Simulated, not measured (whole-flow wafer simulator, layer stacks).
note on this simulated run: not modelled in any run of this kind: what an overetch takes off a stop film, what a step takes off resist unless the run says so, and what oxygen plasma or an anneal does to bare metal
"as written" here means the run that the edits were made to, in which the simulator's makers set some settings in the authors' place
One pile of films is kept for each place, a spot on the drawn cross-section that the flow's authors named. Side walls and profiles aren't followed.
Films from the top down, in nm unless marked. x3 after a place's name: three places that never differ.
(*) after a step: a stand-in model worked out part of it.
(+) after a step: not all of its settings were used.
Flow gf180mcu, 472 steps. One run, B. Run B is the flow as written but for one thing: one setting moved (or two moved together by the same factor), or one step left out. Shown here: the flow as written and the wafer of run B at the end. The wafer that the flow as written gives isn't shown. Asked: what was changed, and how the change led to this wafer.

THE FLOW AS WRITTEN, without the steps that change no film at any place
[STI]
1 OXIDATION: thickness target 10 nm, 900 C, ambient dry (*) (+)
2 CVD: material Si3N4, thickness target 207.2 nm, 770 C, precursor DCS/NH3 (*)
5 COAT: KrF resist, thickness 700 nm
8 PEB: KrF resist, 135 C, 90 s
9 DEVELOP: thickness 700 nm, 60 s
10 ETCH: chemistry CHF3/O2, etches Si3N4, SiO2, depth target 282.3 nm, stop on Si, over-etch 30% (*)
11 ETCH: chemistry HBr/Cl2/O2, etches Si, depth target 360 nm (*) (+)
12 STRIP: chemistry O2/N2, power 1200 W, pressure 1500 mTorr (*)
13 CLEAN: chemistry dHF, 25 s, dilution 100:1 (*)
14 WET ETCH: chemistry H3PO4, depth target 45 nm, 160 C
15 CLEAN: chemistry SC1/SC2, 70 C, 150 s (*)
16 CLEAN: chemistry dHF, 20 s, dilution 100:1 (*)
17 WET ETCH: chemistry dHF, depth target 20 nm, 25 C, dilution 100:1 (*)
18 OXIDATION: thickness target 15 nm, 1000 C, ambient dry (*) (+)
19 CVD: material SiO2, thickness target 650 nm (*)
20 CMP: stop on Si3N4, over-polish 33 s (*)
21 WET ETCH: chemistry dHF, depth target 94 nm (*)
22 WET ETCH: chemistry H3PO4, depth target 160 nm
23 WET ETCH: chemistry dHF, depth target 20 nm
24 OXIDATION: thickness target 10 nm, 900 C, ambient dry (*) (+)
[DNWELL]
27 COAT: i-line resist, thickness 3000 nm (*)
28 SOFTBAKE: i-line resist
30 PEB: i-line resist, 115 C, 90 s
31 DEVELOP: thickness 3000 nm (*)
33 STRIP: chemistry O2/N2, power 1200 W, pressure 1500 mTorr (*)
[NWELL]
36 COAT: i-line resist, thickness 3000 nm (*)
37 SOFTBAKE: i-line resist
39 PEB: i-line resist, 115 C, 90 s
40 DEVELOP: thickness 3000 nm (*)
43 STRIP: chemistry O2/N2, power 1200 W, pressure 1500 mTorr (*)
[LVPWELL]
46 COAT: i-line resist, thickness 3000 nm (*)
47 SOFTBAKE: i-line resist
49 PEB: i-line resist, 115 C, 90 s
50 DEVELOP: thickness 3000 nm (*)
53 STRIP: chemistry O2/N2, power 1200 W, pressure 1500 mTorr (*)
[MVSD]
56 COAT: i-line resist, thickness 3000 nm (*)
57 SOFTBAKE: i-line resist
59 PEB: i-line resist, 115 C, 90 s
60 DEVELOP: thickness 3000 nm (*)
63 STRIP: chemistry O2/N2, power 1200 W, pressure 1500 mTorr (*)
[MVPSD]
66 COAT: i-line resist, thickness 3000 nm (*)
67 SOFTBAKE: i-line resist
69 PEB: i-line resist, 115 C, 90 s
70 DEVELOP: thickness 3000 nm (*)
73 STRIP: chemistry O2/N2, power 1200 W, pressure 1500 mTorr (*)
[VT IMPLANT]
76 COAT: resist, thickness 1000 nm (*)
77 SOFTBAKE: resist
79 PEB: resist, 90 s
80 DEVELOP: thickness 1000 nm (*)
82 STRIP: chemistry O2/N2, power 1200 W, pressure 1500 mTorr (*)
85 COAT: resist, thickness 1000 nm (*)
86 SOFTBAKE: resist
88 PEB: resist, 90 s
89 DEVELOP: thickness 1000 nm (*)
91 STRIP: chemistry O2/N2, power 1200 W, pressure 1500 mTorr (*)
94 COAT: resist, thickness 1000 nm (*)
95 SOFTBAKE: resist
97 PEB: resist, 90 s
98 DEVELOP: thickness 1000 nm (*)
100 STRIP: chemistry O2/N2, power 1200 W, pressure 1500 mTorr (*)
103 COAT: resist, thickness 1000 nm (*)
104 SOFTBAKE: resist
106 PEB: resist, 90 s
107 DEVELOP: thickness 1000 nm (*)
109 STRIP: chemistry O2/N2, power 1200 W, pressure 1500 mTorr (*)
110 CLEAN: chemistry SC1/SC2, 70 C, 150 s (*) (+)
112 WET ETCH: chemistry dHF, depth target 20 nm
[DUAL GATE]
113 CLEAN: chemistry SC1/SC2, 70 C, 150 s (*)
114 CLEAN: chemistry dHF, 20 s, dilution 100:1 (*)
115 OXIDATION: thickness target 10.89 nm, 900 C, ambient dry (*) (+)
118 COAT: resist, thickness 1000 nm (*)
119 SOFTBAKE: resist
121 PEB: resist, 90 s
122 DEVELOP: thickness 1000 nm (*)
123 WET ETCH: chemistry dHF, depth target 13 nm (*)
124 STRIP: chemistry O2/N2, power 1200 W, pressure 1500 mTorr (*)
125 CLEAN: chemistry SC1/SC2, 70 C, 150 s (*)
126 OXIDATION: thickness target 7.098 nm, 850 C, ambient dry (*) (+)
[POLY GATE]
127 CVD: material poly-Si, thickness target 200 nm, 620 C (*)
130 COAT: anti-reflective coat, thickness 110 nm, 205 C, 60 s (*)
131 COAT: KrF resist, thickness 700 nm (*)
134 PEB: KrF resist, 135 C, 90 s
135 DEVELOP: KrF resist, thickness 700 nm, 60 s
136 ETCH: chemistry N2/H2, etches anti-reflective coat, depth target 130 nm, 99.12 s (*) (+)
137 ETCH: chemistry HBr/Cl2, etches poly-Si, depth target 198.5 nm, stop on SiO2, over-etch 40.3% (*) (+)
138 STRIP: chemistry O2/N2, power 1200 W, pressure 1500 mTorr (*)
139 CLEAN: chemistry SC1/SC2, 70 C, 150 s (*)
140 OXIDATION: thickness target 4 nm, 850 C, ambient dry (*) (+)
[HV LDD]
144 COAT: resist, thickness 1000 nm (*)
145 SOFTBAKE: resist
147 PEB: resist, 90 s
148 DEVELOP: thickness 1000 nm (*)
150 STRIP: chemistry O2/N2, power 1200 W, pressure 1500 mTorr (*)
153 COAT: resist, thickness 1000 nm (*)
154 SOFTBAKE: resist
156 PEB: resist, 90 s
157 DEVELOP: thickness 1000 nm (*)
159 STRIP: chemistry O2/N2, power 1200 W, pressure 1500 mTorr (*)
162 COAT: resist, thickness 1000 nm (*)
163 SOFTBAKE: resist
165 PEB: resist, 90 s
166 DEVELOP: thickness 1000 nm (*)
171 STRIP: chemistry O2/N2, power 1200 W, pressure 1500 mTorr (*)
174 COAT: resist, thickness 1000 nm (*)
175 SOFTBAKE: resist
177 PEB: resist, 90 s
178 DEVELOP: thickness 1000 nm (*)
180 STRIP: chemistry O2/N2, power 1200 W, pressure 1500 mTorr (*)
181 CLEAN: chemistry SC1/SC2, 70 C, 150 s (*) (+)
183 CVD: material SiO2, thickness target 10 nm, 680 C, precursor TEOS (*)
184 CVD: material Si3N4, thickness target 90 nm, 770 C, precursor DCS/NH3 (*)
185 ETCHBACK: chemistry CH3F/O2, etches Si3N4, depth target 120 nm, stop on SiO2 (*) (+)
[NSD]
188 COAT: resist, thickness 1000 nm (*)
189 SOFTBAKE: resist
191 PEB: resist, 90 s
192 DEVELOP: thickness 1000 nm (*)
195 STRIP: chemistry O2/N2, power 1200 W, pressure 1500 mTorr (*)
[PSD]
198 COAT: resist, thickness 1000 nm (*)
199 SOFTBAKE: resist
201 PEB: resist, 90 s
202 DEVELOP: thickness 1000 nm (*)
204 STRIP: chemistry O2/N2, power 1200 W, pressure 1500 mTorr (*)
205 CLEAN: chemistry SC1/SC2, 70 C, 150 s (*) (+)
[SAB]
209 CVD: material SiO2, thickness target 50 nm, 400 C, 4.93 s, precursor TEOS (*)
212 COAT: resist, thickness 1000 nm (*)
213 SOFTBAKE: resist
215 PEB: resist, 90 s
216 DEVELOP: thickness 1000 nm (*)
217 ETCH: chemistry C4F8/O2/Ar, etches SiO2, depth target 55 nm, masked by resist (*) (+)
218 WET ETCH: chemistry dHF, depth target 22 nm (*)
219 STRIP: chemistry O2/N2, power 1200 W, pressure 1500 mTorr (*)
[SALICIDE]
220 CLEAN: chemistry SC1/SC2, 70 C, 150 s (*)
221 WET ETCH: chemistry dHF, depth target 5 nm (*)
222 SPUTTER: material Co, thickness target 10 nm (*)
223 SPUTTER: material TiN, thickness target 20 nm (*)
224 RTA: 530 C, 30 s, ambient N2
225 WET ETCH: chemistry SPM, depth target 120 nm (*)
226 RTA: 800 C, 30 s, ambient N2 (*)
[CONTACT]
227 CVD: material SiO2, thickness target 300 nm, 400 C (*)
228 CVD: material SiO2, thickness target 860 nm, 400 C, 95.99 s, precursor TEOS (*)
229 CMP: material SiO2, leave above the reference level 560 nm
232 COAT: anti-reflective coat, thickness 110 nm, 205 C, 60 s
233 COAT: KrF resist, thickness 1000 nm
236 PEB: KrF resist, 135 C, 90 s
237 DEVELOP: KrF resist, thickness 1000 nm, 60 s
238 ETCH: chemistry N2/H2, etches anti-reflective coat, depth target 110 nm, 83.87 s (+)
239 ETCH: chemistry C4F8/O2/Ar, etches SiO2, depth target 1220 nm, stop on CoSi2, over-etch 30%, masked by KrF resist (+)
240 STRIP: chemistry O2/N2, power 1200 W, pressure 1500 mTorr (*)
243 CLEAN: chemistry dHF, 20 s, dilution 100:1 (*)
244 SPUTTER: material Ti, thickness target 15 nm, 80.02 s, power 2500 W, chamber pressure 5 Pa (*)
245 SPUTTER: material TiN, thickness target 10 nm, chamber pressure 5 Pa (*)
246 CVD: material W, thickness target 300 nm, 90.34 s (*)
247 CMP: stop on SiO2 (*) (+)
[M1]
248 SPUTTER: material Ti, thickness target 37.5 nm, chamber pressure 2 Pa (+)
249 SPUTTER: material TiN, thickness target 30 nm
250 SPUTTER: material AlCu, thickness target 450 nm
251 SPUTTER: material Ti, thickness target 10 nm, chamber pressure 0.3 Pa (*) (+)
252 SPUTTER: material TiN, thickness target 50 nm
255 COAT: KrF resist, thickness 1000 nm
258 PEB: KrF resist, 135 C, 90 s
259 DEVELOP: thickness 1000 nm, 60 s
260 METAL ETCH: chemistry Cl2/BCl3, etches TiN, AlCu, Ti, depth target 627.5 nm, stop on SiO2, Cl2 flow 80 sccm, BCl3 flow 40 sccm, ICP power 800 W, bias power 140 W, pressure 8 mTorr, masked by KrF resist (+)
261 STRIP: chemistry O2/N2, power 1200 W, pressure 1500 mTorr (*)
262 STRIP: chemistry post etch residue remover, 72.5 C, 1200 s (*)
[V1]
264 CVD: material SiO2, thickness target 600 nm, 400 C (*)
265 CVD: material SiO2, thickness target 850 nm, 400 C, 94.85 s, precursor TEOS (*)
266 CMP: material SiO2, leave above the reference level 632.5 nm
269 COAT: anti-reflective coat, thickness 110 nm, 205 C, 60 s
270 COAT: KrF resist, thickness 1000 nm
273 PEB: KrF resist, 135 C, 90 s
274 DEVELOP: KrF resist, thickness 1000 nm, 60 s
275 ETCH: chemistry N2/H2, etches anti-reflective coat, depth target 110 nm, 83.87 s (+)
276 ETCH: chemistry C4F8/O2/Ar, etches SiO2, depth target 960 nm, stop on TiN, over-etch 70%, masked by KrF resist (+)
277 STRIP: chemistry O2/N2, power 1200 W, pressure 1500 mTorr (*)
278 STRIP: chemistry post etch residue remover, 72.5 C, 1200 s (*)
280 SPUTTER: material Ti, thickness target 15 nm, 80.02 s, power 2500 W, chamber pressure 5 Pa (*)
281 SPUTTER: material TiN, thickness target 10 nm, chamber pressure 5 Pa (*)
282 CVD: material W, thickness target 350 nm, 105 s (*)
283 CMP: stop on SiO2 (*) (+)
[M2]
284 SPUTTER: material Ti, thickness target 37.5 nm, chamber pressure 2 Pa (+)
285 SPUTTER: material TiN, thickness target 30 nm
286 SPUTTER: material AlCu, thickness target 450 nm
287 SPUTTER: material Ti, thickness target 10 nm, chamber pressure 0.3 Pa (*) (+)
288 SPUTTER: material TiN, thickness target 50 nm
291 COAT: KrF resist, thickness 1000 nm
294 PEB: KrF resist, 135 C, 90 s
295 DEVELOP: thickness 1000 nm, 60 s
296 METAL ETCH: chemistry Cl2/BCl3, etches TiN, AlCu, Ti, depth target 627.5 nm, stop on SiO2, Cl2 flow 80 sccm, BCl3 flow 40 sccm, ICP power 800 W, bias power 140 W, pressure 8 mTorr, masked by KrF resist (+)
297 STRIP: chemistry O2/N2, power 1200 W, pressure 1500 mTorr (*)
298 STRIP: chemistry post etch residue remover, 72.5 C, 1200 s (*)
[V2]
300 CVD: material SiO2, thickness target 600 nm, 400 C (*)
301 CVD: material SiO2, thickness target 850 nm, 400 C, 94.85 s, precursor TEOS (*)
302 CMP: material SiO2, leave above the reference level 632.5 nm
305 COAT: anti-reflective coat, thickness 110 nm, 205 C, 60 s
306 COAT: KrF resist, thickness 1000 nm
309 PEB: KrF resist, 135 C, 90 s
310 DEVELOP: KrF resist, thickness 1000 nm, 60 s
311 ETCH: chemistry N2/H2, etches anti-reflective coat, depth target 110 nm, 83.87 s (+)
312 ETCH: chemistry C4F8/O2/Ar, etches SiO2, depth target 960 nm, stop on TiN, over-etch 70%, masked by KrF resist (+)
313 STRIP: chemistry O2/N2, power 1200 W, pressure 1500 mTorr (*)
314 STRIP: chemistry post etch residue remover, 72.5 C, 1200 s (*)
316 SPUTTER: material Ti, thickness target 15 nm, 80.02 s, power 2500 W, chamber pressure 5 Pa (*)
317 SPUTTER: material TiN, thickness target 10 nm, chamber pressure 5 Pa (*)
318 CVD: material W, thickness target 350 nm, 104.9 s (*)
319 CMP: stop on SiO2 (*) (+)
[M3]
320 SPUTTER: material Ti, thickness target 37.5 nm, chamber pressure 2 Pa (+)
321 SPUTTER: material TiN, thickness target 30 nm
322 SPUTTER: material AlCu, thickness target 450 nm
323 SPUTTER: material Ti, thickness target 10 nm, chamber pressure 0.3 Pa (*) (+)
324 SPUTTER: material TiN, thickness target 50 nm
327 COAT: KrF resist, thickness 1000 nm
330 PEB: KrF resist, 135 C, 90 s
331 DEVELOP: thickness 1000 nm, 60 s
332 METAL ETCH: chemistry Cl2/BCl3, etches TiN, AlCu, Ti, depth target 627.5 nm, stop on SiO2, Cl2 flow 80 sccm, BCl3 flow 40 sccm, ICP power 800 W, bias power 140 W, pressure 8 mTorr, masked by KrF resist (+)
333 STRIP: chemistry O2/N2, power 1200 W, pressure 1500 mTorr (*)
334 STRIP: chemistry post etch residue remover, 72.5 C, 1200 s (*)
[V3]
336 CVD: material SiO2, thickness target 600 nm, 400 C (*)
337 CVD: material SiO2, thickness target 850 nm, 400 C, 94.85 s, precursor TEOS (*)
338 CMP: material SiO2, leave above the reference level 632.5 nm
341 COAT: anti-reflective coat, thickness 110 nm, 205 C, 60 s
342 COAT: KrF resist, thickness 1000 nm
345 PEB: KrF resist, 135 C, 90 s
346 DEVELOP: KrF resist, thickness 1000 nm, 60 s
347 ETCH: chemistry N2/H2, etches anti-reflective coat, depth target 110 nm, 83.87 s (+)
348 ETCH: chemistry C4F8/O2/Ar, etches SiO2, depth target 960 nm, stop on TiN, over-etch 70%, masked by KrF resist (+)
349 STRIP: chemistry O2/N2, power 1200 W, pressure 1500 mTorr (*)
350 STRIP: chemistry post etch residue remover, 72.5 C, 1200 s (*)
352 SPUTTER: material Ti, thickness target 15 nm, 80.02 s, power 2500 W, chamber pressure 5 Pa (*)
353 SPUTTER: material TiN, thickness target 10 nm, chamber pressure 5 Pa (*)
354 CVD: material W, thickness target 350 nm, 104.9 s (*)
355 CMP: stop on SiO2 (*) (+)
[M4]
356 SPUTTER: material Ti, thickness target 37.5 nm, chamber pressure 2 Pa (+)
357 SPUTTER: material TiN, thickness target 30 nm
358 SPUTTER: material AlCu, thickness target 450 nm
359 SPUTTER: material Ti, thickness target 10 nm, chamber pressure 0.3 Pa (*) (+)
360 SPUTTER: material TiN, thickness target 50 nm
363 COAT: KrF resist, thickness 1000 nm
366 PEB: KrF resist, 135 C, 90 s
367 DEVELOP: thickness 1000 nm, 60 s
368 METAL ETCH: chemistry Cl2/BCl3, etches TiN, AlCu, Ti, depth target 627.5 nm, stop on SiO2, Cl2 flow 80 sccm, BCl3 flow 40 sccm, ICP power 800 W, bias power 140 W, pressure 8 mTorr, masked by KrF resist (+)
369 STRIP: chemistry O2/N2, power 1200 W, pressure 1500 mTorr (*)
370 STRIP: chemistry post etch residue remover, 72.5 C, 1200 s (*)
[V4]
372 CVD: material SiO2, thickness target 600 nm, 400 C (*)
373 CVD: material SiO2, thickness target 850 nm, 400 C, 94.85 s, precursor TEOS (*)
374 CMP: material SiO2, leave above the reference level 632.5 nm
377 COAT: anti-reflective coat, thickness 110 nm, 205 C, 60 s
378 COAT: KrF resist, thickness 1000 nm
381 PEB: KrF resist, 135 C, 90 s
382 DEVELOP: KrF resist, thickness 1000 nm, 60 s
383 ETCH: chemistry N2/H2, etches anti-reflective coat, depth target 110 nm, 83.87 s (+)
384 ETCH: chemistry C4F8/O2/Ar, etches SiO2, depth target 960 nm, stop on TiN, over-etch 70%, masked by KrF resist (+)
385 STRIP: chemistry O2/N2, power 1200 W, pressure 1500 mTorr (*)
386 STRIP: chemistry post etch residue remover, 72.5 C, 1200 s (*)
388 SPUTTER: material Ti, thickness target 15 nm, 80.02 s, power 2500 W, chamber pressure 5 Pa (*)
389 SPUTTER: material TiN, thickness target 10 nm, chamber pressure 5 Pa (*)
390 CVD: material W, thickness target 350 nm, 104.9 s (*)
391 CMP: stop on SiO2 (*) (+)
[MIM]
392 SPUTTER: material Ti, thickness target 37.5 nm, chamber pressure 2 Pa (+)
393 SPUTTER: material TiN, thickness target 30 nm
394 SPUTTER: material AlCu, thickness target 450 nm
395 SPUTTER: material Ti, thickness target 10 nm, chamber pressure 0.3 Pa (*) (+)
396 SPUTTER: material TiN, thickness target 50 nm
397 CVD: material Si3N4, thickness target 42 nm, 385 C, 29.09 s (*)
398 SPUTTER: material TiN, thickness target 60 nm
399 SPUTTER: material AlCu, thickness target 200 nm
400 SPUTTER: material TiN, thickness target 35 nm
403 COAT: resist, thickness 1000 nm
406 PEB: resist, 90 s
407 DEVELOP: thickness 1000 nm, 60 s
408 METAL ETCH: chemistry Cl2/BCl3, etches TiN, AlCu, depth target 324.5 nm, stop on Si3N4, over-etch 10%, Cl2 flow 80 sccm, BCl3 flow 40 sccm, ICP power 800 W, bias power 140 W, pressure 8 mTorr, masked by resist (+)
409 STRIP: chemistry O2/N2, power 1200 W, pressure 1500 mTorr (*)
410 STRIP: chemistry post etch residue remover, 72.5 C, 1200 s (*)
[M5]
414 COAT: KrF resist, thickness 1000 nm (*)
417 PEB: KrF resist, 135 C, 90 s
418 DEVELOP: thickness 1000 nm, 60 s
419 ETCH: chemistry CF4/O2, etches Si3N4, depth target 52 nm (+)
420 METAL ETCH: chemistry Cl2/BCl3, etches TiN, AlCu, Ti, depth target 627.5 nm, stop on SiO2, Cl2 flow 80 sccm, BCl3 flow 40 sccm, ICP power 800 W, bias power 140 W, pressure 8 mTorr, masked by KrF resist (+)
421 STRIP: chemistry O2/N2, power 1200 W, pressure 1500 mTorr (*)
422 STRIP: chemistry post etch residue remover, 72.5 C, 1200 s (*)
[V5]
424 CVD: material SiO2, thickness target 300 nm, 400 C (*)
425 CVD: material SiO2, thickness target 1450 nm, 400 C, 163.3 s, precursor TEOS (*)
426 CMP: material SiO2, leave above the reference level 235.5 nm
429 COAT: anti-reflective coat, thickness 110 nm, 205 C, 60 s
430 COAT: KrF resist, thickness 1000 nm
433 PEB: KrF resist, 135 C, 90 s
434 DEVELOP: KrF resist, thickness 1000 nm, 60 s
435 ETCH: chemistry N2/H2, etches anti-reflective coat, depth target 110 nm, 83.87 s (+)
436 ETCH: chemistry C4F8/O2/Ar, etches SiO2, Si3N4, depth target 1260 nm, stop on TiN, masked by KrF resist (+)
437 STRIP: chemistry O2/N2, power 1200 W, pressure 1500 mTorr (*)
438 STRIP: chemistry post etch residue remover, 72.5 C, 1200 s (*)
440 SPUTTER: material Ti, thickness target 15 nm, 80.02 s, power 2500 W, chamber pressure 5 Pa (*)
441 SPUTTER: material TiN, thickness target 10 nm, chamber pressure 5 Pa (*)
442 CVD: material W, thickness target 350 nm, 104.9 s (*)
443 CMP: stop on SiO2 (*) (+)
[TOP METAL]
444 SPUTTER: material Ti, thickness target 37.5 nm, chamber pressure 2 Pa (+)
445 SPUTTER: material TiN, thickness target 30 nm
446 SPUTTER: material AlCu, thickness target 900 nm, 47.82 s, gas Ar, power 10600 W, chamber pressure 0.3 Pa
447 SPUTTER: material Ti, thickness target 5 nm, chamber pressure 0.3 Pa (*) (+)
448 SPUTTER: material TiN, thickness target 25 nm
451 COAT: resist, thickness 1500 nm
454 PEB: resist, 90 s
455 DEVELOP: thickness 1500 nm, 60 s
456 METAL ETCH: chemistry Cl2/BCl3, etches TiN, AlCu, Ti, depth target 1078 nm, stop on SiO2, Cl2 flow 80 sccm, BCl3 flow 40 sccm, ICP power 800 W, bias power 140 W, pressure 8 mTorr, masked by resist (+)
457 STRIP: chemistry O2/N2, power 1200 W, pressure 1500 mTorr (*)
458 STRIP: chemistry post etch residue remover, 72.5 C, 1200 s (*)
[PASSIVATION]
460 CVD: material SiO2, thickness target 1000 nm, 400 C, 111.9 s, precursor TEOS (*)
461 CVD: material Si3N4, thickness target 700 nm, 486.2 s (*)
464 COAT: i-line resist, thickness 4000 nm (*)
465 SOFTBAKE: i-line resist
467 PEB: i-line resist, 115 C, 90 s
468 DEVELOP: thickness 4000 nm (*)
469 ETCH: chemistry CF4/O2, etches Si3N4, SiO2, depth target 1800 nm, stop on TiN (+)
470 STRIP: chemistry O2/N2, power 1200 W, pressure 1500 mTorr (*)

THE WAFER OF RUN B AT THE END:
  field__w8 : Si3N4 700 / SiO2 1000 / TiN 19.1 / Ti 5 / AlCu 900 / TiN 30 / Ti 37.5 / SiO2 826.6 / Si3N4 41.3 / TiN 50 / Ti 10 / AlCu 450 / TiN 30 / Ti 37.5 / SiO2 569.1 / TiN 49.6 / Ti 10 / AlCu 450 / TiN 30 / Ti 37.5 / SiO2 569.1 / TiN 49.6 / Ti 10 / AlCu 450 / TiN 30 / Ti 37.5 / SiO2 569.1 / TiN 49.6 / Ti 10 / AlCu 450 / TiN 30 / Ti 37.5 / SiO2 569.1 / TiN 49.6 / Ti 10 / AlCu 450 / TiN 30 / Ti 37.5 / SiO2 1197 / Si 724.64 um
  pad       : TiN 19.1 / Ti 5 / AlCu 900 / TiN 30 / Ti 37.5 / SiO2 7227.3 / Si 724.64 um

The cause: step 448, SPUTTER: thickness target 19.53 nm was run, where the flow has thickness target 25 nm.

How the change led to this, step by step:
  448 SPUTTER: material TiN, thickness target 25 nm
      field, field__w1, field__w2 and 109 more: TiN +19.5 (new film) (as written it would be: TiN +25 (new film))
  456 METAL ETCH: chemistry Cl2/BCl3, etches TiN, AlCu, Ti, depth target 1078 nm, stop on SiO2, Cl2 flow 80 sccm, BCl3 flow 40 sccm, ICP power 800 W, bias power 140 W, pressure 8 mTorr, masked by resist (+)
      field, field__w1, field__w2 and 103 more: TiN -19.5 (all of it), Ti -5 (all of it), AlCu -900 (all of it), TiN -30 (all of it), Ti -37.5 (all of it) (as written it would be: TiN -25 (all of it), Ti -5 (all of it), AlCu -900 (all of it), TiN -30 (all of it), Ti -37.5 (all of it))
